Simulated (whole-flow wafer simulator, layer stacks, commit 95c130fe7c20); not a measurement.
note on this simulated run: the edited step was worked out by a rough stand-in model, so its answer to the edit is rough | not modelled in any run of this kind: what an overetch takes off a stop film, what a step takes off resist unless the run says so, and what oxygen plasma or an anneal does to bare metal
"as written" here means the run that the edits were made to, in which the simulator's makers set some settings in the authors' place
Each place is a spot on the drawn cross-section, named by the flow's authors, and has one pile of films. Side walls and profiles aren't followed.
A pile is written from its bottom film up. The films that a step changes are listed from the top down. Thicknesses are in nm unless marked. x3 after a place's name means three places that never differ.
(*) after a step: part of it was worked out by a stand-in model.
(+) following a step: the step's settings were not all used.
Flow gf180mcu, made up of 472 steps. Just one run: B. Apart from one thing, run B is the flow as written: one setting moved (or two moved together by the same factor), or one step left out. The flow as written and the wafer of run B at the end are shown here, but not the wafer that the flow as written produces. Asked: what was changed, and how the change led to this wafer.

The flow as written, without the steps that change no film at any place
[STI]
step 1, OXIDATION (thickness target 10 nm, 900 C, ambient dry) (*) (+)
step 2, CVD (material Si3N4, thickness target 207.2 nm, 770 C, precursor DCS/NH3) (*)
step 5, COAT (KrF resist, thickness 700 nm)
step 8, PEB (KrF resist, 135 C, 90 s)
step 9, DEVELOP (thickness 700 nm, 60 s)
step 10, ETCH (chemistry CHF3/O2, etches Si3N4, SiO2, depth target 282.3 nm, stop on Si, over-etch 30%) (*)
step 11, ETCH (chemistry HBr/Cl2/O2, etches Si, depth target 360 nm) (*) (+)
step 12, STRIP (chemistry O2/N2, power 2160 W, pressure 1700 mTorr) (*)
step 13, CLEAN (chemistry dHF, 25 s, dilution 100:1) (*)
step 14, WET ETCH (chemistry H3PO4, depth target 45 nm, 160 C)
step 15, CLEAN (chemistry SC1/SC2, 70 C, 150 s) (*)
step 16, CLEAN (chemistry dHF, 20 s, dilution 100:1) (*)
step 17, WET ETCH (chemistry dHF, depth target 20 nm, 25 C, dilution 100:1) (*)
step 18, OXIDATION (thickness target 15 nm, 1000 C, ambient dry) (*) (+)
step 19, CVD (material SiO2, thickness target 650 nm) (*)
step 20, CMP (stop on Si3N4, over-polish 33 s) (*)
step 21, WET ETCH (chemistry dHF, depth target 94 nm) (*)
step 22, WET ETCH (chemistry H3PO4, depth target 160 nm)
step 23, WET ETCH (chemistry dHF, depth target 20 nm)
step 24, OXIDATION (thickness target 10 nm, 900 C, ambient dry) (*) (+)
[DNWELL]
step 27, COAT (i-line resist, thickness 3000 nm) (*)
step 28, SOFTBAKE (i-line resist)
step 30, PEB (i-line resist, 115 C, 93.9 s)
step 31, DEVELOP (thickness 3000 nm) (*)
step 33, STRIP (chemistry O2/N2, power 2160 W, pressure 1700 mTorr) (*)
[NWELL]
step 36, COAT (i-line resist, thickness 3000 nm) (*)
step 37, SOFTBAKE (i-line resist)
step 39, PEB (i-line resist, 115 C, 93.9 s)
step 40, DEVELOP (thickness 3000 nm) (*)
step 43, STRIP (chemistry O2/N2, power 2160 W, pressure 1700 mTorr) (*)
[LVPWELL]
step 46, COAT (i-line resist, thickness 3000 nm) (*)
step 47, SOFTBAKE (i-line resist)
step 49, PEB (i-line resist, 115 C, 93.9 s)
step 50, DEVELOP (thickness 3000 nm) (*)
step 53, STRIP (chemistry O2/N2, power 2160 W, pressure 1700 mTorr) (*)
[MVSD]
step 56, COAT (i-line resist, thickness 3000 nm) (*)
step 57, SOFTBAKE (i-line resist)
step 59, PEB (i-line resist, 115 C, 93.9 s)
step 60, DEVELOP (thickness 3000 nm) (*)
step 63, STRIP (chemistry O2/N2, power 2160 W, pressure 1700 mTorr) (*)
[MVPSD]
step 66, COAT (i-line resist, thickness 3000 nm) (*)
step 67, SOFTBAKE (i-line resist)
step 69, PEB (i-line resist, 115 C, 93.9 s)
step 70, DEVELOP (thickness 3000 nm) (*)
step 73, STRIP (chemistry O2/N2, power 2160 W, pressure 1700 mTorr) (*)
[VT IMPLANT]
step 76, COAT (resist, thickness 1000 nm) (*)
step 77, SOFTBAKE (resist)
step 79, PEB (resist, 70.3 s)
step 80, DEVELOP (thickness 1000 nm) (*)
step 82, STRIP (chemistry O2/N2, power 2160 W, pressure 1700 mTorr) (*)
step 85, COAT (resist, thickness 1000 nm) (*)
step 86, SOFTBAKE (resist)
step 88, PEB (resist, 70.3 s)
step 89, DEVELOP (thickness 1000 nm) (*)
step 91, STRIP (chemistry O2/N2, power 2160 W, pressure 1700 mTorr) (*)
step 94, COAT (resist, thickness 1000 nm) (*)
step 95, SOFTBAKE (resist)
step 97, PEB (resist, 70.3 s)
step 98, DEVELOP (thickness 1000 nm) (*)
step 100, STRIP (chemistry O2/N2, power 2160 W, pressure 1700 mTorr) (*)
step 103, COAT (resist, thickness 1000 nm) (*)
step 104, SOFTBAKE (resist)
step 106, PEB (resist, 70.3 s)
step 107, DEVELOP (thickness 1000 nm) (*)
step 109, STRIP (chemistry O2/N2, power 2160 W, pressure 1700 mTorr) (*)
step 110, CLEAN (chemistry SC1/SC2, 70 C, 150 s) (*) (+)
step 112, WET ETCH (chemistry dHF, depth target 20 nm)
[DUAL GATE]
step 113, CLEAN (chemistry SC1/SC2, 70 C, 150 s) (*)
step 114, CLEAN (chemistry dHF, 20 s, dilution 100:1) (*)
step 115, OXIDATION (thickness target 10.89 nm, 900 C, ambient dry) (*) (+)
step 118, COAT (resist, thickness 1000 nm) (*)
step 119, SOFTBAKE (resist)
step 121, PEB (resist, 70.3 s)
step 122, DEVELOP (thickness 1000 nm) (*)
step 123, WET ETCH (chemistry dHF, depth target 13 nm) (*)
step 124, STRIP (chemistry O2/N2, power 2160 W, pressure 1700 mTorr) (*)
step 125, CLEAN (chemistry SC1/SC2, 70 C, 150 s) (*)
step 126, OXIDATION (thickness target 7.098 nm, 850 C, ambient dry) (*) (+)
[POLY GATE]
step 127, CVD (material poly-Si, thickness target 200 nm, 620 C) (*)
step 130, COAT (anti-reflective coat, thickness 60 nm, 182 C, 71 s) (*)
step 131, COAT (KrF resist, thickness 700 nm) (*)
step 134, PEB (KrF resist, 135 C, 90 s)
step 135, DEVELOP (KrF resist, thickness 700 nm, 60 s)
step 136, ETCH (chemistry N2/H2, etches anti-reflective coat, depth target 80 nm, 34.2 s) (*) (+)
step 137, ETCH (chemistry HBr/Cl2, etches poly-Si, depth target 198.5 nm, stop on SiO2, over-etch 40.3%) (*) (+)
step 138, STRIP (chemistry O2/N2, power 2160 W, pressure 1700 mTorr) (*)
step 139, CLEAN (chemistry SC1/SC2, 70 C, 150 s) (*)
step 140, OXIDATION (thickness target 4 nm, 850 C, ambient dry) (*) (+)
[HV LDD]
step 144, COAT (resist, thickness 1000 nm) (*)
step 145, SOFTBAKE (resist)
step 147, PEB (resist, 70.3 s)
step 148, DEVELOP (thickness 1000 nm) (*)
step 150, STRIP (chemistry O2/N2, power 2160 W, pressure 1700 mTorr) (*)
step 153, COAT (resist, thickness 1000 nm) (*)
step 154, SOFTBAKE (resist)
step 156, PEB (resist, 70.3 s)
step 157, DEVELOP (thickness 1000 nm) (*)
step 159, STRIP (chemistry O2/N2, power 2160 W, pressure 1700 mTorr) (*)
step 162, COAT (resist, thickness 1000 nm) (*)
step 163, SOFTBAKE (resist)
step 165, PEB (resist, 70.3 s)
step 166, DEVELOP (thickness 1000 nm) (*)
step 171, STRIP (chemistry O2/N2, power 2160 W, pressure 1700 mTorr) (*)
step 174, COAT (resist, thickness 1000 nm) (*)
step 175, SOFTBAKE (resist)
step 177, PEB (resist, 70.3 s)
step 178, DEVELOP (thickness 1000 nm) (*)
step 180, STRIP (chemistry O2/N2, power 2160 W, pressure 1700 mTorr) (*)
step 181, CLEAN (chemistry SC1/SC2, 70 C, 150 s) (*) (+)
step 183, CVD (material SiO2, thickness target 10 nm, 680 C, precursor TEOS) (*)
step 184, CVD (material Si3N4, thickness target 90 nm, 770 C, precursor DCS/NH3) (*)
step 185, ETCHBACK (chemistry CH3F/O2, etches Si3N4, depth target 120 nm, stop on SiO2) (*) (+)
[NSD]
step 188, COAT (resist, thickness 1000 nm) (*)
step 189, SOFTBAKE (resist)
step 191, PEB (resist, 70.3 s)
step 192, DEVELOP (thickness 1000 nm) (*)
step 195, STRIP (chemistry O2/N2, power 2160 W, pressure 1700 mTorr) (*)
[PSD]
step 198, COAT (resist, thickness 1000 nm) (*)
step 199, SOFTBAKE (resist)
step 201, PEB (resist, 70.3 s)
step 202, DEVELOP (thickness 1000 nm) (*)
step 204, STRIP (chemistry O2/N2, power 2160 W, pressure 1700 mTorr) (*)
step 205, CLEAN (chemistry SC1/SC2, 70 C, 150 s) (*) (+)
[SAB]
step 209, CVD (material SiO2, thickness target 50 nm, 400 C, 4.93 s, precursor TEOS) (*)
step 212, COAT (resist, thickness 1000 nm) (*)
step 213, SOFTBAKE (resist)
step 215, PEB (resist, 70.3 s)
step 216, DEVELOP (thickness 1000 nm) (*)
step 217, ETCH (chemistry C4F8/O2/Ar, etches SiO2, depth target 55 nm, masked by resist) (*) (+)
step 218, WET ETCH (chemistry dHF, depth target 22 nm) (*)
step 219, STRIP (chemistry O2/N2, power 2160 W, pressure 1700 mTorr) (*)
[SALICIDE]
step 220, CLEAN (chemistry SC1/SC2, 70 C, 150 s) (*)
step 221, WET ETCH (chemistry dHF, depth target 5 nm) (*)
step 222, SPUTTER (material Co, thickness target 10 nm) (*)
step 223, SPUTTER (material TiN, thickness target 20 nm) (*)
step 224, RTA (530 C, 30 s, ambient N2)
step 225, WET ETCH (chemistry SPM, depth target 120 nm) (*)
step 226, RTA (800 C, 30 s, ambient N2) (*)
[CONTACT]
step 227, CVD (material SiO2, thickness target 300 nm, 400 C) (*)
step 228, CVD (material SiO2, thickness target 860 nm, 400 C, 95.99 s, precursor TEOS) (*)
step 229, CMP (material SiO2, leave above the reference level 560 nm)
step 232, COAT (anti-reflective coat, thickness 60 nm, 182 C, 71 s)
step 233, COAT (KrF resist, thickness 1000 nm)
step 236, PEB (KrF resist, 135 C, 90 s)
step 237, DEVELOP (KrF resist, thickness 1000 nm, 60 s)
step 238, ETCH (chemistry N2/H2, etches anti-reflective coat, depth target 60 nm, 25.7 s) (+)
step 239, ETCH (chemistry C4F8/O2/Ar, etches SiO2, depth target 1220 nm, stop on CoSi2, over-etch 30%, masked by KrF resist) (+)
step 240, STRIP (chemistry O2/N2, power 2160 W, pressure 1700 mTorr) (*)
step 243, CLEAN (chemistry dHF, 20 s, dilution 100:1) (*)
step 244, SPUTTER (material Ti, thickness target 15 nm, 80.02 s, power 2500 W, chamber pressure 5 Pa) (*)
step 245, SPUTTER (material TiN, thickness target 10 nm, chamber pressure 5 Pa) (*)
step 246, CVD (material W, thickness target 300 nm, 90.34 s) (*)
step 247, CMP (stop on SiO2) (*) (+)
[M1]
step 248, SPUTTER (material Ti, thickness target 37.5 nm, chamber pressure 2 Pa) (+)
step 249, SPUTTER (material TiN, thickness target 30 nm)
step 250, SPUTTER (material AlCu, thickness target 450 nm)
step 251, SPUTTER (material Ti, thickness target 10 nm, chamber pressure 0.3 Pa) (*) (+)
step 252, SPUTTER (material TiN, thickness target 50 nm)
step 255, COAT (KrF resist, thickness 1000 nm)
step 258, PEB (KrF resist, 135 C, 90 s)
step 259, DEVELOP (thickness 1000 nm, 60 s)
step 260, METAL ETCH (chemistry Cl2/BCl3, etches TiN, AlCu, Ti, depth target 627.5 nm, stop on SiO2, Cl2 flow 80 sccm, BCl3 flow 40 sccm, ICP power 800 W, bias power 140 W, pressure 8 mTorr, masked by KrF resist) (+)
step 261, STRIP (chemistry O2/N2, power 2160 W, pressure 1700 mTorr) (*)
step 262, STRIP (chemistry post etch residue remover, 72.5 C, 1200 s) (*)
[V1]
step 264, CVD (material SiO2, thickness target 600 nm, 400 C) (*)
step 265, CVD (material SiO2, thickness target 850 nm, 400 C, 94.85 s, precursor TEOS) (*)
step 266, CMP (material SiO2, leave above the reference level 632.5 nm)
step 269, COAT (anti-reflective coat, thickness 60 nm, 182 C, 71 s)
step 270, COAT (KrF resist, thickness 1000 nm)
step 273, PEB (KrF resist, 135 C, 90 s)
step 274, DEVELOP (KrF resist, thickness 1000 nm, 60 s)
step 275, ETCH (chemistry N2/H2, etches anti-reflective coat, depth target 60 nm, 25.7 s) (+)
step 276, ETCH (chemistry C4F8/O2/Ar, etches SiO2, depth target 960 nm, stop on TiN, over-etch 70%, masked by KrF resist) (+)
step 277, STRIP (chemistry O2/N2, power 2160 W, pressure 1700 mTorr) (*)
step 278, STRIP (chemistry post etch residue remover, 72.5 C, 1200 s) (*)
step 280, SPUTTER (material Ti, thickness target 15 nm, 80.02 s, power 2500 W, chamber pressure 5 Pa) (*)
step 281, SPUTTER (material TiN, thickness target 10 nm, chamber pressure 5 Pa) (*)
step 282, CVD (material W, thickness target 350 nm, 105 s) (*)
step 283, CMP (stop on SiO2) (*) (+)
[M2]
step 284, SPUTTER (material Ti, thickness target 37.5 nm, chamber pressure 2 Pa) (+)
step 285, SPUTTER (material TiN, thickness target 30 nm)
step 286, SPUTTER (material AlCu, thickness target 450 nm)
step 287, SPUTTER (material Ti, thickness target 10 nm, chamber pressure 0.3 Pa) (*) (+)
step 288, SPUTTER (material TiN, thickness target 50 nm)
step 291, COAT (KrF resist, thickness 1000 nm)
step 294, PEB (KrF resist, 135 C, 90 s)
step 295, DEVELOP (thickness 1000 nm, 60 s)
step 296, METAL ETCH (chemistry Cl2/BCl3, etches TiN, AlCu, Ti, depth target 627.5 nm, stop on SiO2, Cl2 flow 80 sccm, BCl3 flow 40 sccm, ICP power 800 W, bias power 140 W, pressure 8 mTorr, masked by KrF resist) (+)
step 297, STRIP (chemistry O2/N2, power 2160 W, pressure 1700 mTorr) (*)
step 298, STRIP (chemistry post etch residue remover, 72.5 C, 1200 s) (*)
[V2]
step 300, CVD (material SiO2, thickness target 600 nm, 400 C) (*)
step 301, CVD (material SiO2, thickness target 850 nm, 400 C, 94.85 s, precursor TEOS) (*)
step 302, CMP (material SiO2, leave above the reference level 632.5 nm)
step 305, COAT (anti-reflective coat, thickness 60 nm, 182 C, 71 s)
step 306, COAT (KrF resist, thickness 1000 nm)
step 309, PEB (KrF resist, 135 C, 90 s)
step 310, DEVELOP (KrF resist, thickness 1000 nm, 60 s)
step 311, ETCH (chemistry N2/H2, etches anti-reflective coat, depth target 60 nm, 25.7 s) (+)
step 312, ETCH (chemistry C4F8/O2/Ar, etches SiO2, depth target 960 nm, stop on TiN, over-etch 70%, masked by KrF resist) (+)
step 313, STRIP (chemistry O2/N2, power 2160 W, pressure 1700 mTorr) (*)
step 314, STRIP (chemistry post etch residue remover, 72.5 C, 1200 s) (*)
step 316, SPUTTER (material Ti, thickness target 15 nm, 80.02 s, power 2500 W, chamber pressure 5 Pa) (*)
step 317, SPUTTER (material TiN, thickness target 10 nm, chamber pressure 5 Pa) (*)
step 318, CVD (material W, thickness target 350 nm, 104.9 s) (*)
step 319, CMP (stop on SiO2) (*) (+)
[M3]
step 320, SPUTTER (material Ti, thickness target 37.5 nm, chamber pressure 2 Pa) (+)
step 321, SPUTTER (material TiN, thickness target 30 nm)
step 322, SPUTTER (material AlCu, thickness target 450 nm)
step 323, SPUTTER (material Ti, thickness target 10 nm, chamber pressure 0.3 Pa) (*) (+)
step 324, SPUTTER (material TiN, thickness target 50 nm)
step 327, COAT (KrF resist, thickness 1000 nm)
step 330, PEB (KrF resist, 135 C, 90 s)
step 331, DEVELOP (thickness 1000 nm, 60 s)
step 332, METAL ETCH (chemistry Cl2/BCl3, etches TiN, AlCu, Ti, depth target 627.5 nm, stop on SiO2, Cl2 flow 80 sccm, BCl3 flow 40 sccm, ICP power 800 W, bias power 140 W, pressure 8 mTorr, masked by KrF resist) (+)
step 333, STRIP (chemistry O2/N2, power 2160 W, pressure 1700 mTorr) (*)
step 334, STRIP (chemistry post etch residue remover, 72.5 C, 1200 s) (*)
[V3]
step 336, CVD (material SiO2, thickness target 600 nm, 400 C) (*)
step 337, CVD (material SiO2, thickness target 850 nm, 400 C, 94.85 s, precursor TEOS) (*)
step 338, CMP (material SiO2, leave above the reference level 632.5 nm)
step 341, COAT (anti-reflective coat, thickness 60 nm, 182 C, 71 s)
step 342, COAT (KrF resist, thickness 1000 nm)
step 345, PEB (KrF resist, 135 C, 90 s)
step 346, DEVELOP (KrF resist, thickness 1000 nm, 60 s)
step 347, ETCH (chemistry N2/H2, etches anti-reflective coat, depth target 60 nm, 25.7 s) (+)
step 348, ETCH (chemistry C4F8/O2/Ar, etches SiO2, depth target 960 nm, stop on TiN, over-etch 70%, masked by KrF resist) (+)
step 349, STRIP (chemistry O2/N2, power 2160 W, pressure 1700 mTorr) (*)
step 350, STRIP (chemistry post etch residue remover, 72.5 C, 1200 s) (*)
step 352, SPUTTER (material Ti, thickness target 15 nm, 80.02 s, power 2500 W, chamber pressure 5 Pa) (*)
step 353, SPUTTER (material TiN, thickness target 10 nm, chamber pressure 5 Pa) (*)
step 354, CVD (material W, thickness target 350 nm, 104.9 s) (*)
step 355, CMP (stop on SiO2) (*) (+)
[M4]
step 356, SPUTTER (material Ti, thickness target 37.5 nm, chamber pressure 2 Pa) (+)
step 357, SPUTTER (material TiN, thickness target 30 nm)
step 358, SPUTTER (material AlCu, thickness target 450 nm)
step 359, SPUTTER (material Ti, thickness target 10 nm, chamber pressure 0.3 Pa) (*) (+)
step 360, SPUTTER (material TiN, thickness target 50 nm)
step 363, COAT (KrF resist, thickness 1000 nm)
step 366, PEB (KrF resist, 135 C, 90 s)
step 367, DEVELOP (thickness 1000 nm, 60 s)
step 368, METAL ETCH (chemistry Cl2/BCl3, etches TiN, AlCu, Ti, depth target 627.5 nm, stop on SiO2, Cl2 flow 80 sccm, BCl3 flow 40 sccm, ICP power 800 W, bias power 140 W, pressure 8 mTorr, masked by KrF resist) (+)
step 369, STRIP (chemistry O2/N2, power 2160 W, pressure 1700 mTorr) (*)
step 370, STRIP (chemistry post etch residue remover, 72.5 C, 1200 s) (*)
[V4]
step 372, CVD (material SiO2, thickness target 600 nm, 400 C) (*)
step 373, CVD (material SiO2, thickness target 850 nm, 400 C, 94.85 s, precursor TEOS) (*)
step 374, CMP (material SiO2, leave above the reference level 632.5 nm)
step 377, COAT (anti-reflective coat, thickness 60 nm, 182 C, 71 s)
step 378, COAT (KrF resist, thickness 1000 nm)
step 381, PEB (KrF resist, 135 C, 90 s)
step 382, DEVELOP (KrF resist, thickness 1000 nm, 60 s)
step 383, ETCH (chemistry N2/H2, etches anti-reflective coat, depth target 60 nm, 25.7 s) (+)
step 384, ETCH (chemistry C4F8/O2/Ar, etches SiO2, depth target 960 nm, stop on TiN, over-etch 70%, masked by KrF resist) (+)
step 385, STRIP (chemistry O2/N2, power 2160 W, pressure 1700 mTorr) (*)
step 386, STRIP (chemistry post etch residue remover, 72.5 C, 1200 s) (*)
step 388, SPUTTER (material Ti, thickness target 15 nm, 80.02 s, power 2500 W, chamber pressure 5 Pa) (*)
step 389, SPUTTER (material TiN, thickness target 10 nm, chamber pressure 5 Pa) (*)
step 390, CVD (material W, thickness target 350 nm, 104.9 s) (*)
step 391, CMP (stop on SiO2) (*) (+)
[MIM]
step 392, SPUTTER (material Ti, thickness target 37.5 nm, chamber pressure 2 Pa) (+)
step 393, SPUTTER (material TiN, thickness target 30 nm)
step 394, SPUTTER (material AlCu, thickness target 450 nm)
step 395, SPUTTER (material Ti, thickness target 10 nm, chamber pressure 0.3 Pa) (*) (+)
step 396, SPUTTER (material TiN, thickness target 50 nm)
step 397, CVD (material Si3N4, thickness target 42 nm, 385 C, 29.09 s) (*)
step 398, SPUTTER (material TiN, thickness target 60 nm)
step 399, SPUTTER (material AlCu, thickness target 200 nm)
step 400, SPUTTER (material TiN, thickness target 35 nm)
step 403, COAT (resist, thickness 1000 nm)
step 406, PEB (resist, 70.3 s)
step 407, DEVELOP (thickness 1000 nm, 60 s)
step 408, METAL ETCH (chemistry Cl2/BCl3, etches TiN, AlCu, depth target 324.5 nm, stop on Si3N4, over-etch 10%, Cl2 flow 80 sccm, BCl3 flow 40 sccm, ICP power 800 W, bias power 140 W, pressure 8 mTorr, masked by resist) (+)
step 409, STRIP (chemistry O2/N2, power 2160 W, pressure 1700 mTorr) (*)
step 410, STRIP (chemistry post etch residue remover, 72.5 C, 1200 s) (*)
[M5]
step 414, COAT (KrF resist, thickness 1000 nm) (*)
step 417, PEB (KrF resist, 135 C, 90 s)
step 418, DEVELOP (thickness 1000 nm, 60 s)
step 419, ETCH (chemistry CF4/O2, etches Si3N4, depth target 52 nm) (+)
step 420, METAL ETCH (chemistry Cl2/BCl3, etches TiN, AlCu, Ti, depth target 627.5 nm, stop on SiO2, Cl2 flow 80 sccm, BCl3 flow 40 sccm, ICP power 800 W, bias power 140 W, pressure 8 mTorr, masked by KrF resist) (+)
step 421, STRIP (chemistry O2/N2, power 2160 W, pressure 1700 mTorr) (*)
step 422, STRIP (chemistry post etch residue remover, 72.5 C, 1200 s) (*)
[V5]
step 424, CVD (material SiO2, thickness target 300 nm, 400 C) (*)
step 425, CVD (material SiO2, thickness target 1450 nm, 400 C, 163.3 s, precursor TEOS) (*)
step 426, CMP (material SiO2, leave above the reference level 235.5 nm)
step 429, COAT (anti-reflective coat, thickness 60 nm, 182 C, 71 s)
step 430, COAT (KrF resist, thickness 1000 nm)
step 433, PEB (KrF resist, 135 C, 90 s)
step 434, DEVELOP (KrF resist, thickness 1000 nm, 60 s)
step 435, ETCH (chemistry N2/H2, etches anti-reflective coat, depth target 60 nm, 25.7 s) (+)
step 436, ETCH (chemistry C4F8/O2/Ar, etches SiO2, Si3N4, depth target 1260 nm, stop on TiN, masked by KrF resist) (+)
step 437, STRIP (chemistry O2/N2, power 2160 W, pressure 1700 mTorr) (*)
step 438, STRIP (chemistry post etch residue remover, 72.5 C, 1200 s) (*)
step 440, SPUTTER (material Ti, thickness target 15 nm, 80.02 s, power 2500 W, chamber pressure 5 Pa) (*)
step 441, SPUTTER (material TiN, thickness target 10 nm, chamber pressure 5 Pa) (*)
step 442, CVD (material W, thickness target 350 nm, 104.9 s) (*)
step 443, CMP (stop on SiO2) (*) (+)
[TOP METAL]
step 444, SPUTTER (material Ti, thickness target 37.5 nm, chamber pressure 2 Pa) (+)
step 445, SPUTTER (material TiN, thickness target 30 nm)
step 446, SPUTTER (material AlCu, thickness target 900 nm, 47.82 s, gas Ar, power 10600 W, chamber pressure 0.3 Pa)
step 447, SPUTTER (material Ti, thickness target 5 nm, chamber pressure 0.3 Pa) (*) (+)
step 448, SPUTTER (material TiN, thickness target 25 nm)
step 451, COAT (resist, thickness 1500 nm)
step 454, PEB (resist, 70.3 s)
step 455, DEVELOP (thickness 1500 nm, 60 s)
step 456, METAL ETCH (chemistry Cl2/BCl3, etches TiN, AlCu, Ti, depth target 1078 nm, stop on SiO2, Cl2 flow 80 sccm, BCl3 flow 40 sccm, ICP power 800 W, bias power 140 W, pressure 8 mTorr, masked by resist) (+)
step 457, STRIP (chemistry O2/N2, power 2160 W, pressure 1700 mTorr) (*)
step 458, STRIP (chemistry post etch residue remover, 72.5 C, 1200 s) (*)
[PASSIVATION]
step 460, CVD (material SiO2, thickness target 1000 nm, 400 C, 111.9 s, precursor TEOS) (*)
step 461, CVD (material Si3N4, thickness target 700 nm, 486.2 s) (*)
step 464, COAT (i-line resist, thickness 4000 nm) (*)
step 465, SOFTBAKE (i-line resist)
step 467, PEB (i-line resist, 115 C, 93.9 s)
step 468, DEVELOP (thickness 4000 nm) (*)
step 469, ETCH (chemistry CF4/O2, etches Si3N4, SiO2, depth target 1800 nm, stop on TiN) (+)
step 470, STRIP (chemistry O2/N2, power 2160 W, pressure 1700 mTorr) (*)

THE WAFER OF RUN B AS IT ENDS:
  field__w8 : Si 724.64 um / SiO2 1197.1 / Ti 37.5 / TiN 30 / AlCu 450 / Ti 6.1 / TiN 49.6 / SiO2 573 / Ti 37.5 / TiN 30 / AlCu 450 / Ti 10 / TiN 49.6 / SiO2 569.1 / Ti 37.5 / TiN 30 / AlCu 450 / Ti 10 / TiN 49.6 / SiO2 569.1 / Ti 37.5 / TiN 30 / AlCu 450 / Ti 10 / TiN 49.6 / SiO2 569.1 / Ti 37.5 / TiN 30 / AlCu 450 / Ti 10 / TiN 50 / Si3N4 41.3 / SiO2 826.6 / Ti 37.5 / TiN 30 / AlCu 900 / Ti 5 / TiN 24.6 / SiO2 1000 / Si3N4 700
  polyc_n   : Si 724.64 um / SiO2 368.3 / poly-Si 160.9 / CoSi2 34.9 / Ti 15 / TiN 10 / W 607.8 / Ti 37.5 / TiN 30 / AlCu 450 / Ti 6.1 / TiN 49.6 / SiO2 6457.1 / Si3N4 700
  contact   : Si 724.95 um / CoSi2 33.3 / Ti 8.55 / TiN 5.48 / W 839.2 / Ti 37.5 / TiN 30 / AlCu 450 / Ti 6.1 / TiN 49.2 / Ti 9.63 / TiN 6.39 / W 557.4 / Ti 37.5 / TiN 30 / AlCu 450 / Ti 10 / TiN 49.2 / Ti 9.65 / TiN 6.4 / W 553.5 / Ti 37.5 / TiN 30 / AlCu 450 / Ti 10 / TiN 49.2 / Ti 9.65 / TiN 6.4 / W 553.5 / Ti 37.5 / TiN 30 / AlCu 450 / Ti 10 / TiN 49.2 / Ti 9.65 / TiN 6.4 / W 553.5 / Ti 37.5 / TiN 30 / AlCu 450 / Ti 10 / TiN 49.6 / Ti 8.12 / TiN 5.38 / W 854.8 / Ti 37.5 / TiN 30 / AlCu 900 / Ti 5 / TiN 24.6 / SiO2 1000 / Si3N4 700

What caused this: step 251, SPUTTER: thickness target 6.1 nm was run, though the flow has thickness target 10 nm.
The wafer itself shows it: field__w8 has Ti 6.1, and step 251 as written asks for 10 nm.

How this came from the change, step by step:
  step 251, SPUTTER (material Ti, thickness target 10 nm, chamber pressure 0.3 Pa) (*) (+)
      field, field__w1, field__w2 and 108 more: +6.1 Ti (new film) (in the flow as written it would be: +10 Ti (new film))
  step 260, METAL ETCH (chemistry Cl2/BCl3, etches TiN, AlCu, Ti, depth target 627.5 nm, stop on SiO2, Cl2 flow 80 sccm, BCl3 flow 40 sccm, ICP power 800 W, bias power 140 W, pressure 8 mTorr, masked by KrF resist) (+)
      field, field__w1, field__w2 and 99 more: -50 TiN (all of it), -6.1 Ti (all of it), -450 AlCu (all of it), -30 TiN (all of it), -37.5 Ti (all of it) (in the flow as written it would be: -50 TiN (all of it), -10 Ti (all of it), -450 AlCu (all of it), -30 TiN (all of it), -37.5 Ti (all of it))
